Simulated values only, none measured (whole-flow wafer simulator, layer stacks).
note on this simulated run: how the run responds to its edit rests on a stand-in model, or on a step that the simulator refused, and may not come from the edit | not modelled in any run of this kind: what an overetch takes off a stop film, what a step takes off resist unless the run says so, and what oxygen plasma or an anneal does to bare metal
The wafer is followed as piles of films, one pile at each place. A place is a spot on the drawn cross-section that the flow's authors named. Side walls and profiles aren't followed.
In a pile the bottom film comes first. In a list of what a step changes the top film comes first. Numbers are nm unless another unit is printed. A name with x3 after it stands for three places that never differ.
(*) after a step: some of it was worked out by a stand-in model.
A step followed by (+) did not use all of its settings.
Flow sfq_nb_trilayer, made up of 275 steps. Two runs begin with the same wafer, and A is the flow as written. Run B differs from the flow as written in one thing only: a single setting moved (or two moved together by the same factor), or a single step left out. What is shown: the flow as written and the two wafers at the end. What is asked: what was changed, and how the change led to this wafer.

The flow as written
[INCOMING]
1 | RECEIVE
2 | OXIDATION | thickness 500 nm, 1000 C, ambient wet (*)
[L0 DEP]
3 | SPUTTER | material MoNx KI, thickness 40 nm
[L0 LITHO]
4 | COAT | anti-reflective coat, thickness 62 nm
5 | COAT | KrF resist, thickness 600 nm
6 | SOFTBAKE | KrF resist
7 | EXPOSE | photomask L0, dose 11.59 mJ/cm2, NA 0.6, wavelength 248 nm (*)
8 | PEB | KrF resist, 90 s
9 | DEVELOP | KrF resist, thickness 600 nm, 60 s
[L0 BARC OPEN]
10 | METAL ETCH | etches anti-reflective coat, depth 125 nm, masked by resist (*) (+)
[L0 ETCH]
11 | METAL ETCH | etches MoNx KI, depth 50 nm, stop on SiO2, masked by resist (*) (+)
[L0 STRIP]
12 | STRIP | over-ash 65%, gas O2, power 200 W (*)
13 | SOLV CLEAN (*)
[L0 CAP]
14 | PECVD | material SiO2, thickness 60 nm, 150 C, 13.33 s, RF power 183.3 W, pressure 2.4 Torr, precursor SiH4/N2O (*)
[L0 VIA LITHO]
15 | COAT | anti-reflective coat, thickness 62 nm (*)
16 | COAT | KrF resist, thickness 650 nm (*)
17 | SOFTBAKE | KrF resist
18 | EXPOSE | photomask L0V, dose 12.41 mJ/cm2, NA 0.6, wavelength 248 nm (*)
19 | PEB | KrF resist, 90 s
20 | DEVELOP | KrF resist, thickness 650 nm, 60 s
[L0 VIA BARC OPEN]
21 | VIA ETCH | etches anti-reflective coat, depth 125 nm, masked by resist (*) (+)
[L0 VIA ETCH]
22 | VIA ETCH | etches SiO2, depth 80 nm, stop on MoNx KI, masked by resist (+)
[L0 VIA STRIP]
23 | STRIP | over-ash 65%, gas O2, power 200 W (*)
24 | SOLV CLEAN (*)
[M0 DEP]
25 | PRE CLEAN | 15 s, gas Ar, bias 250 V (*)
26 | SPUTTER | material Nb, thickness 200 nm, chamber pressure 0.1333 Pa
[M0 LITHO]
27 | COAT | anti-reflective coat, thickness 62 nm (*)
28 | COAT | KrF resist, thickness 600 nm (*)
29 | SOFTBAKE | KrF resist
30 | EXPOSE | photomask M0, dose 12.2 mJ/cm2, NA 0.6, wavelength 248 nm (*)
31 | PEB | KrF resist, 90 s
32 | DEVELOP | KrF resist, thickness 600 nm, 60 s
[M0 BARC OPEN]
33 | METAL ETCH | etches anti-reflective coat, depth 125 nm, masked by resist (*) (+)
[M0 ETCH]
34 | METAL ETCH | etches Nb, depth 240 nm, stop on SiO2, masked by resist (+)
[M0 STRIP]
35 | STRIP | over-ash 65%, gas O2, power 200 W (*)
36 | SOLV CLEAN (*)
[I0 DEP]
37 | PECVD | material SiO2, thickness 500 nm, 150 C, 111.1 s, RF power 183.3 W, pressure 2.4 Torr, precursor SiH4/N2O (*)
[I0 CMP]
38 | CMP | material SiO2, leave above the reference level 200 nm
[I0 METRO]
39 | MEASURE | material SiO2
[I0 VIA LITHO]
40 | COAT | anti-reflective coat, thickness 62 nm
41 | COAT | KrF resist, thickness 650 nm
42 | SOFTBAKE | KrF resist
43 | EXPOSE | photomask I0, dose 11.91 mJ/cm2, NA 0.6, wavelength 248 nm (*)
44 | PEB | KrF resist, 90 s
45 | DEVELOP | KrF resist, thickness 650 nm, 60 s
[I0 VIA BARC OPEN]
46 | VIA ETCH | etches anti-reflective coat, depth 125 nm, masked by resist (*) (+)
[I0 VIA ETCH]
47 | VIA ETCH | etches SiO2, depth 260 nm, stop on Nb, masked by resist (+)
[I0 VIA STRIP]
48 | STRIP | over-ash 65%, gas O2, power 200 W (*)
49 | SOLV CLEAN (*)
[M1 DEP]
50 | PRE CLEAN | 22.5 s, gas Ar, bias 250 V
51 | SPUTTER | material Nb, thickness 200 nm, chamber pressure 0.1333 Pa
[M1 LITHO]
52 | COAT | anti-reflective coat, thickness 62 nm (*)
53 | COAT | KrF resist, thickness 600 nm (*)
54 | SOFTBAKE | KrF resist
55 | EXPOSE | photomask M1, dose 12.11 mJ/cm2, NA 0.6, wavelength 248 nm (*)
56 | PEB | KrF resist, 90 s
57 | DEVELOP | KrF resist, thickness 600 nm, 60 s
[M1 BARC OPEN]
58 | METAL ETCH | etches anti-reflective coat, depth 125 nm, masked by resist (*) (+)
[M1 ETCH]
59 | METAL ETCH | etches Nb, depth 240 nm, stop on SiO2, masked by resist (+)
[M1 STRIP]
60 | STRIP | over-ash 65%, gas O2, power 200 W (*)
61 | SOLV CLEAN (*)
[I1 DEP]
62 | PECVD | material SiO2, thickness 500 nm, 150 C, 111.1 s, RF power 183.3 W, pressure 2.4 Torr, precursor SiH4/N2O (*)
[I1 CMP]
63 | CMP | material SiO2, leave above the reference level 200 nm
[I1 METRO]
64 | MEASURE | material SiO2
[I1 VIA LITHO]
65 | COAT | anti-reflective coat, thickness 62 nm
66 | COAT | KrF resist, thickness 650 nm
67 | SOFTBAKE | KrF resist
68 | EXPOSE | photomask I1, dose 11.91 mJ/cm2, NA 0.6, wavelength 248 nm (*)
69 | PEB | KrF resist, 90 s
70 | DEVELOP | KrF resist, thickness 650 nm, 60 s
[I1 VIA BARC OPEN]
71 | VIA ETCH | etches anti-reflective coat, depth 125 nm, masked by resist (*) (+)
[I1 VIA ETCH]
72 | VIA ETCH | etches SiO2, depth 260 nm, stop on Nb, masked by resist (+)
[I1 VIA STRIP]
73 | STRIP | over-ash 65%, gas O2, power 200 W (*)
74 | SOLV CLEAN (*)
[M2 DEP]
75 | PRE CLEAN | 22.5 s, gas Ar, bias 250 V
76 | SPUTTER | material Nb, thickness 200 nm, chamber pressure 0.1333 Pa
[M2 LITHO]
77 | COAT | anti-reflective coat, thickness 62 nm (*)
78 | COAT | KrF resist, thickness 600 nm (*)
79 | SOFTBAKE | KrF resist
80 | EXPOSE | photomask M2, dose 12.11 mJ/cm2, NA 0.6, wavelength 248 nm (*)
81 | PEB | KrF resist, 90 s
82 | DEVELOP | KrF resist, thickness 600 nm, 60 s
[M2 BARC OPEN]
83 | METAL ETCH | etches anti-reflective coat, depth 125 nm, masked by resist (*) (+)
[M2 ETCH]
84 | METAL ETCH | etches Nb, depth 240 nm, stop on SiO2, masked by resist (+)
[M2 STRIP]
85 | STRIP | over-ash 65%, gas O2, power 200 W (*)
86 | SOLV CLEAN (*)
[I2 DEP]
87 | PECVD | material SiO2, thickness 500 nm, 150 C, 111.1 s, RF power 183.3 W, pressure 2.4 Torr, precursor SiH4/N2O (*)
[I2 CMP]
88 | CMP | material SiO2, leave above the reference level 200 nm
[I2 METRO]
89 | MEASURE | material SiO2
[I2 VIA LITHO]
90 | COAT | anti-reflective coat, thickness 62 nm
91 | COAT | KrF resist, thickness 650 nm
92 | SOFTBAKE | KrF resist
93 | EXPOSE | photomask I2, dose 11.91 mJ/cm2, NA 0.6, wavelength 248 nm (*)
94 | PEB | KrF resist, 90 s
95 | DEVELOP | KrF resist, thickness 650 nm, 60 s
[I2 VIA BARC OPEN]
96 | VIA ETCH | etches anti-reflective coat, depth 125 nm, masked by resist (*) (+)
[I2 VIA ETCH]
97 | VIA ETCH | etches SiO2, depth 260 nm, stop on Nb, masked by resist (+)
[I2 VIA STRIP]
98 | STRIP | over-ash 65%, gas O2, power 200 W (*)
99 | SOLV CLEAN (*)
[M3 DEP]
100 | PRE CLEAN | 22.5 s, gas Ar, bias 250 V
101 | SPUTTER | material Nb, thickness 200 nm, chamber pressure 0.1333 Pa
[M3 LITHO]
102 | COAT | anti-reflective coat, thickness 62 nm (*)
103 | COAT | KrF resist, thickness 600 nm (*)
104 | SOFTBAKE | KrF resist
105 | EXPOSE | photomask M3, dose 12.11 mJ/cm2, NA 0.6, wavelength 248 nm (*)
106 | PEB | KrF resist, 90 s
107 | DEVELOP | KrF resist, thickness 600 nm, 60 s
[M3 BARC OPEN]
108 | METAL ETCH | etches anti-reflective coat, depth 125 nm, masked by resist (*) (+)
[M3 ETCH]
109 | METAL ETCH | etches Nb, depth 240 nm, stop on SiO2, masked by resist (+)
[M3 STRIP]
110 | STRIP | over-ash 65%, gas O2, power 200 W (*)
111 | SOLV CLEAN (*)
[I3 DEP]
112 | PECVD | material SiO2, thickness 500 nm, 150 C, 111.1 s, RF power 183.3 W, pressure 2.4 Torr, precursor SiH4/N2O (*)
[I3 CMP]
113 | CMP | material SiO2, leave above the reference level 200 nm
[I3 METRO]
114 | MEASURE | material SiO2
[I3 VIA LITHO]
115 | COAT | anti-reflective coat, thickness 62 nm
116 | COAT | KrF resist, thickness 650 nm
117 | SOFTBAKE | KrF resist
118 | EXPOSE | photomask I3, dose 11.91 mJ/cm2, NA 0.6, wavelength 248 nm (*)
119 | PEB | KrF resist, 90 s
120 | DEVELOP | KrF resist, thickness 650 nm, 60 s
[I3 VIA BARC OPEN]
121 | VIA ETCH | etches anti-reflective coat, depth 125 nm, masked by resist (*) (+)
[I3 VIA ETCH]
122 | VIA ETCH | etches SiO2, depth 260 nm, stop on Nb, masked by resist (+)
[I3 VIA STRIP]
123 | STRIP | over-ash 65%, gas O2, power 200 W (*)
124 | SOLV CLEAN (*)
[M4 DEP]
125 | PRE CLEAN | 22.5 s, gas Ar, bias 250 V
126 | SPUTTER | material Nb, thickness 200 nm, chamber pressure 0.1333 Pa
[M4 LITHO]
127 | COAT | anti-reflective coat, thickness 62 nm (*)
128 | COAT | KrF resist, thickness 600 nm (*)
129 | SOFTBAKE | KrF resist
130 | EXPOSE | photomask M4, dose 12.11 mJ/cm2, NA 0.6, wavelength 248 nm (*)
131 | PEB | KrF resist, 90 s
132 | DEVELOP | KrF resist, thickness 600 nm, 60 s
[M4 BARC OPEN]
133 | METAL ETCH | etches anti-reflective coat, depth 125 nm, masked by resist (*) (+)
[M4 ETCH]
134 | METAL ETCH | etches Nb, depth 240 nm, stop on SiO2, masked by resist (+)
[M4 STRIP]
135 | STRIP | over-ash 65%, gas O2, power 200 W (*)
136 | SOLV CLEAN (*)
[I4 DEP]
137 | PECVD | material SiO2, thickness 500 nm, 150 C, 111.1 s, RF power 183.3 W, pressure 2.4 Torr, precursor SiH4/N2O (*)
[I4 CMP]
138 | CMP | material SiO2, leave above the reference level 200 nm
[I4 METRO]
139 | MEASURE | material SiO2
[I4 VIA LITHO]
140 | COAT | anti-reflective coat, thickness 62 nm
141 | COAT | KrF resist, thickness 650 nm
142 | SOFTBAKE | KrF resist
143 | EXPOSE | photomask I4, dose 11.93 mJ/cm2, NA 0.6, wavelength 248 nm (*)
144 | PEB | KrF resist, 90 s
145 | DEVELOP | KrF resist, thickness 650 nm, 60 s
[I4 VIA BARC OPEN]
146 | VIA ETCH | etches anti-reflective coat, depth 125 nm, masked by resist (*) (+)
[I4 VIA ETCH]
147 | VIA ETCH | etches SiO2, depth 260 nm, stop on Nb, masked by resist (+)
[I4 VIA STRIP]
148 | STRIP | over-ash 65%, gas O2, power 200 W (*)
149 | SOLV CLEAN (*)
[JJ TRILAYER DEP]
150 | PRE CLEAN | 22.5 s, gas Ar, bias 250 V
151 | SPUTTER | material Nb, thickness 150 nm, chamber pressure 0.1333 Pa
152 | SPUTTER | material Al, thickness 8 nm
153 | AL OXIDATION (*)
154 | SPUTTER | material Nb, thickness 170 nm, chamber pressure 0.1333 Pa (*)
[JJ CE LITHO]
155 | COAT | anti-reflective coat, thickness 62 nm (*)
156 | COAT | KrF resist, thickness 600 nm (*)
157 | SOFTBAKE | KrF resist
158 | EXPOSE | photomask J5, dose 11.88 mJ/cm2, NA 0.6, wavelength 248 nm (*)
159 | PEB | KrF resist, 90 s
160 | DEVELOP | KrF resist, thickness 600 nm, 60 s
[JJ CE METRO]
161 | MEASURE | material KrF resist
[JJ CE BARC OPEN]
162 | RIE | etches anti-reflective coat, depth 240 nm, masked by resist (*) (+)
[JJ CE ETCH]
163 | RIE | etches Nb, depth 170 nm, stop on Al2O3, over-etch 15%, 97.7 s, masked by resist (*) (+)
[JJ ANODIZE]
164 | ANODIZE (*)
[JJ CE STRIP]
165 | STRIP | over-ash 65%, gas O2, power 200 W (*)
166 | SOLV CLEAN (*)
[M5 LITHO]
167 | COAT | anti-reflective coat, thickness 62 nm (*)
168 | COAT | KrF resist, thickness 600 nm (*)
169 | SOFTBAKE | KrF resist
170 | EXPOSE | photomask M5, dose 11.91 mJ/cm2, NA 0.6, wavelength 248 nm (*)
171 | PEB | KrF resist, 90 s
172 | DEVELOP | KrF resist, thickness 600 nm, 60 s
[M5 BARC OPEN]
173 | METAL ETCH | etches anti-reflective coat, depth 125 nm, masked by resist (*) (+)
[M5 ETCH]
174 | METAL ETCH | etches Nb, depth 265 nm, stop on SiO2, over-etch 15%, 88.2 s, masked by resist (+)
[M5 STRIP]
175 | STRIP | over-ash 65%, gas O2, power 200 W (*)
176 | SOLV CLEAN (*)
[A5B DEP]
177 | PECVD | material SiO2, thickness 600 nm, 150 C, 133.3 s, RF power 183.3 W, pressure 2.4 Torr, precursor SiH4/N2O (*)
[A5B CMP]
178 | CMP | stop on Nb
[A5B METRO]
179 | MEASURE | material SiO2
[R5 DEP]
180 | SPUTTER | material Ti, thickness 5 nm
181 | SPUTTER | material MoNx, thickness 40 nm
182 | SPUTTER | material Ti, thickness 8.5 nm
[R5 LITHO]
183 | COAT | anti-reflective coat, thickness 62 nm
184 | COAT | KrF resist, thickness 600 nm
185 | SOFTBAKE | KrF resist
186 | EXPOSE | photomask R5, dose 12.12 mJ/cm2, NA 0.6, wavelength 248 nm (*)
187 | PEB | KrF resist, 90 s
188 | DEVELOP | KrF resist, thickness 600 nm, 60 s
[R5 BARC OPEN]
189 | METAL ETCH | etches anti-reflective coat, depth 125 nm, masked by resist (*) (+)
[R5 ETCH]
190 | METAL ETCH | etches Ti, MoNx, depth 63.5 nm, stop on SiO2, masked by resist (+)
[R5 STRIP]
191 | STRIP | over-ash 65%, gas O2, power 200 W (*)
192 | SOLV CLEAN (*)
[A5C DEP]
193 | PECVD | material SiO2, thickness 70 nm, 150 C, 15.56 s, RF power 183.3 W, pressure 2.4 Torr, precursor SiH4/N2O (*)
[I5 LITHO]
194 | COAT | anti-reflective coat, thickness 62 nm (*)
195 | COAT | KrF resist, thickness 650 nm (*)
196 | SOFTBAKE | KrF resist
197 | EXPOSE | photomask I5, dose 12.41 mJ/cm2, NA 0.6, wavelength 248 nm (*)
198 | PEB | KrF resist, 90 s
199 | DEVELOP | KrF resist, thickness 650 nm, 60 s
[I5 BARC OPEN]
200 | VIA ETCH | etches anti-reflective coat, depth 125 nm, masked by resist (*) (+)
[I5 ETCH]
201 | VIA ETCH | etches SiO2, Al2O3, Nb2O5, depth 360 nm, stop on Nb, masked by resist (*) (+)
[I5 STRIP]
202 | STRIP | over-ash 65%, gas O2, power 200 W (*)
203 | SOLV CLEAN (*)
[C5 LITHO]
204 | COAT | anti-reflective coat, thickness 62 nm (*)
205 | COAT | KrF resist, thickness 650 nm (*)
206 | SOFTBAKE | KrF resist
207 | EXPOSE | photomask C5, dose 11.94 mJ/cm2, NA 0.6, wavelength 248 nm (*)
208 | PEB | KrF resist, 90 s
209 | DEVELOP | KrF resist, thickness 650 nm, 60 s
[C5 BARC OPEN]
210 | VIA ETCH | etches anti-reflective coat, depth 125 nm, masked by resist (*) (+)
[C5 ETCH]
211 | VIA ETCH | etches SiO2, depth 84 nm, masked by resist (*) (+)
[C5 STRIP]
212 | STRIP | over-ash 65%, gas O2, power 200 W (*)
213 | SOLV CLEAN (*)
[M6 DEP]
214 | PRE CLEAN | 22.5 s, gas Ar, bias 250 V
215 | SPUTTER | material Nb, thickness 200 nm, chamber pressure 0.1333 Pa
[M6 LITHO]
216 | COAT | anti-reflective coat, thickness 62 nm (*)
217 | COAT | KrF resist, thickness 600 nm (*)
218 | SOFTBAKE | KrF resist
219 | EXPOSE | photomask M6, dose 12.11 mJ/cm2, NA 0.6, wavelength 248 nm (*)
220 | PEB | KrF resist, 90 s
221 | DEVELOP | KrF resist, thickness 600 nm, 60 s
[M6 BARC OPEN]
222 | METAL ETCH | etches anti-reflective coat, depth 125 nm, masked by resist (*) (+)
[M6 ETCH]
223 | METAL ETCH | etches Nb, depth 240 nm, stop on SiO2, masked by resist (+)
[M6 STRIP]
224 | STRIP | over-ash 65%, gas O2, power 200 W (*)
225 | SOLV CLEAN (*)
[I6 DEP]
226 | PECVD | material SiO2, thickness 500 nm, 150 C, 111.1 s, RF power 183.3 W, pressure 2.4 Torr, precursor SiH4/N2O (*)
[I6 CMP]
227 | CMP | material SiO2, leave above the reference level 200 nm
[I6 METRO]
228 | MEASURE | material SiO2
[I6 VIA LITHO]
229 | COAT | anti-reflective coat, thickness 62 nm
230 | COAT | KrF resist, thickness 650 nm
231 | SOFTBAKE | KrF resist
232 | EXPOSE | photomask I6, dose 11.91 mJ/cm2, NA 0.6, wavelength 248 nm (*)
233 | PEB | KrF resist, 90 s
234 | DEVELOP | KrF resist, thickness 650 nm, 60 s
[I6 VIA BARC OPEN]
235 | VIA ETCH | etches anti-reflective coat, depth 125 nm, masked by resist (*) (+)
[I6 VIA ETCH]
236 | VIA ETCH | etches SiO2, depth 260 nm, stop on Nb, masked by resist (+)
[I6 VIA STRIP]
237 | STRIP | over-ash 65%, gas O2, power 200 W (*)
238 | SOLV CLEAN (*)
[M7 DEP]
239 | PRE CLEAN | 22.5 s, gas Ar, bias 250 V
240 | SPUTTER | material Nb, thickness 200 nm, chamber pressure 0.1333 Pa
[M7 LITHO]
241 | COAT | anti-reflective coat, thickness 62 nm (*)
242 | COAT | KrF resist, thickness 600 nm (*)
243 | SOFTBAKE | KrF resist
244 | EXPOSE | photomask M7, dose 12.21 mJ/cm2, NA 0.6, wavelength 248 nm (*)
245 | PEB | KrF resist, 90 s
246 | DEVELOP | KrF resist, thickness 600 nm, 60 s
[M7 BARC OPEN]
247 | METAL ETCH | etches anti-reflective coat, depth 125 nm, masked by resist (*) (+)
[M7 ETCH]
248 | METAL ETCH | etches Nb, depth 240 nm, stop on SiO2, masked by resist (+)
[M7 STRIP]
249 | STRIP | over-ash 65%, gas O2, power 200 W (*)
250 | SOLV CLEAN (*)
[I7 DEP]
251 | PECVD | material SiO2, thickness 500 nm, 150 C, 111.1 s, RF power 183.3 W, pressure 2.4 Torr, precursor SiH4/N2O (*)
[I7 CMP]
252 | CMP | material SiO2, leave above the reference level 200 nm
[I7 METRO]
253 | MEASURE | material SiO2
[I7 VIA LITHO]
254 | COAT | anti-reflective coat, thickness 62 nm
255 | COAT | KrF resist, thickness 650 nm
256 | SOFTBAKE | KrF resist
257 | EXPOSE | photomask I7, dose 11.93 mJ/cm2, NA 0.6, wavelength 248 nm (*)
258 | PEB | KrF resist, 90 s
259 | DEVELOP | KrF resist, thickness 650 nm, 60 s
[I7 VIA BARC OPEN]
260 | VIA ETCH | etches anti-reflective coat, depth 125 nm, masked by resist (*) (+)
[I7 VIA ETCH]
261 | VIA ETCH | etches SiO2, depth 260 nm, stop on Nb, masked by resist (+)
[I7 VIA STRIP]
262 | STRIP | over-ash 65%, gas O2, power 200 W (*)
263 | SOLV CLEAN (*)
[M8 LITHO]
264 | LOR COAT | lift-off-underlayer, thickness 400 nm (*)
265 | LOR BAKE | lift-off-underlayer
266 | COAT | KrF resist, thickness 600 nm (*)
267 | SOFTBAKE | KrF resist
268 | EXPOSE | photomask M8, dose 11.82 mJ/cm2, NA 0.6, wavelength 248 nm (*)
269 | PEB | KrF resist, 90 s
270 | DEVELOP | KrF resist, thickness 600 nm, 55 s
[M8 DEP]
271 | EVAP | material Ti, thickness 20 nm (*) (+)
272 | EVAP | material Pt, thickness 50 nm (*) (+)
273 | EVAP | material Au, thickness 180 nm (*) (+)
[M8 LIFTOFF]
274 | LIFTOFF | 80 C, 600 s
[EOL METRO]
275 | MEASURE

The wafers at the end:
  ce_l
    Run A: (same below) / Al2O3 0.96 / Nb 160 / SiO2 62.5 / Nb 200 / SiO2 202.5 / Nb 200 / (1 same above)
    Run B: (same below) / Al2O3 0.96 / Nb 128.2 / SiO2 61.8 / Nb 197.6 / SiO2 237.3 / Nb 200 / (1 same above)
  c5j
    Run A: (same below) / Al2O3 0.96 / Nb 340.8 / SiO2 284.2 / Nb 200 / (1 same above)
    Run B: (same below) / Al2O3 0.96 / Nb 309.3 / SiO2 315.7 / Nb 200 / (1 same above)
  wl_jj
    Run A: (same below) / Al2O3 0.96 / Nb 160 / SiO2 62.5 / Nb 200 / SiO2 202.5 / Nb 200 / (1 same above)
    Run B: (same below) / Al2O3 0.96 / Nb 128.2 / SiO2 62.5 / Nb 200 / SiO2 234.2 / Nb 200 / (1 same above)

What caused this: step 190, METAL ETCH: depth 95.25 nm was run, whereas the flow has depth 63.5 nm.

Step by step, how the change led to this:
  190 | METAL ETCH | etches Ti, MoNx, depth 63.5 nm, stop on SiO2, masked by resist (+)
      be_r, r_sur, res, r_end, r5r_line_l, r5r_line_c, r5r_line_r: A -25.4 KrF resist | B -38.1 KrF resist
      ce_l, c5j, ce_r, wl_jj: A -8.5 Ti (all of it), -40 MoNx (all of it), -5 Ti (all of it), -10 Nb | B -8.5 Ti (all of it), -40 MoNx (all of it), -5 Ti (all of it), -41.8 Nb
  191 | STRIP | over-ash 65%, gas O2, power 200 W (*)
      be_r, r_sur, res, r_end, r5r_line_l, r5r_line_c, r5r_line_r: A -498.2 KrF resist (all of it), -62 anti-reflective coat (all of it) | B -485.5 KrF resist (all of it), -62 anti-reflective coat (all of it)
  194 | COAT | anti-reflective coat, thickness 62 nm (*)
      wl_j_sl, wl_j_sr: A +60.2 anti-reflective coat (new film) | B +55.4 anti-reflective coat (new film)
      jj_sur: A +60.8 anti-reflective coat (new film) | B +55.8 anti-reflective coat (new film)
      (and at 5 other places as well)
  195 | COAT | KrF resist, thickness 650 nm (*)
      c5j: A +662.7 KrF resist (new film) | B +679.4 KrF resist (new film)
      wl_jj: A +654.8 KrF resist (new film) | B +670.4 KrF resist (new film)
  202 | STRIP | over-ash 65%, gas O2, power 200 W (*)
      wl_j_sl, wl_j_sr: A -333.3 KrF resist (all of it), -60.2 anti-reflective coat (all of it) | B -333.1 KrF resist (all of it), -55.4 anti-reflective coat (all of it)
      jj_sur: A -337.2 KrF resist (all of it), -60.8 anti-reflective coat (all of it) | B -337.4 KrF resist (all of it), -55.8 anti-reflective coat (all of it)
      (and at 5 other places as well)
  204 | COAT | anti-reflective coat, thickness 62 nm (*)
      wl_j_sl, wl_j_sr: A +60.2 anti-reflective coat (new film) | B +55.4 anti-reflective coat (new film)
      jj_sur: A +59.5 anti-reflective coat (new film) | B +54.6 anti-reflective coat (new film)
      (and at 5 other places as well)
  205 | COAT | KrF resist, thickness 650 nm (*)
      c5j: A +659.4 KrF resist (new film) | B +676.3 KrF resist (new film)
      wl_jj: A +654.8 KrF resist (new film) | B +670.4 KrF resist (new film)
  209 | DEVELOP | KrF resist, thickness 650 nm, 60 s
      c5j: A -658.1 KrF resist (all of it) | B -674.8 KrF resist (all of it)
  210 | VIA ETCH | etches anti-reflective coat, depth 125 nm, masked by resist (*) (+)
      c5j: A -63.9 anti-reflective coat (all of it), -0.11 SiO2 | B -72.9 anti-reflective coat (all of it), -0.06 SiO2
  212 | STRIP | over-ash 65%, gas O2, power 200 W (*)
      wl_j_sl, wl_j_sr: A -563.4 KrF resist (all of it), -60.2 anti-reflective coat (all of it) | B -563.2 KrF resist (all of it), -55.4 anti-reflective coat (all of it)
      jj_sur: A -562 KrF resist (all of it), -59.5 anti-reflective coat (all of it) | B -562.1 KrF resist (all of it), -54.6 anti-reflective coat (all of it)
      (and at 4 other places as well)
  216 | COAT | anti-reflective coat, thickness 62 nm (*)
      wl_j_sl, wl_j_sr: A +60.2 anti-reflective coat (new film) | B +55.5 anti-reflective coat (new film)
      jj_sur: A +56.1 anti-reflective coat (new film) | B +51 anti-reflective coat (new film)
      (and at 5 other places as well)
  217 | COAT | KrF resist, thickness 600 nm (*)
      ce_l: A +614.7 KrF resist (new film) | B +629.6 KrF resist (new film)
      c5j: A +636 KrF resist (new film) | B +653.3 KrF resist (new film)
      (and at 2 other places as well)
  224 | STRIP | over-ash 65%, gas O2, power 200 W (*)
      wl_j_sl, wl_j_sr: A -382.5 KrF resist (all of it), -60.2 anti-reflective coat (all of it) | B -382.1 KrF resist (all of it), -55.5 anti-reflective coat (all of it)
      jj_sur: A -378.5 KrF resist (all of it), -56.1 anti-reflective coat (all of it) | B -378.2 KrF resist (all of it), -51 anti-reflective coat (all of it)
      (and at 5 other places as well)
  227 | CMP | material SiO2, leave above the reference level 200 nm
      ce_l, ce_r: A -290 SiO2 | B -255.2 SiO2
      c5j: A -223 SiO2 | B -188.2 SiO2
      (and at 1 other place as well)
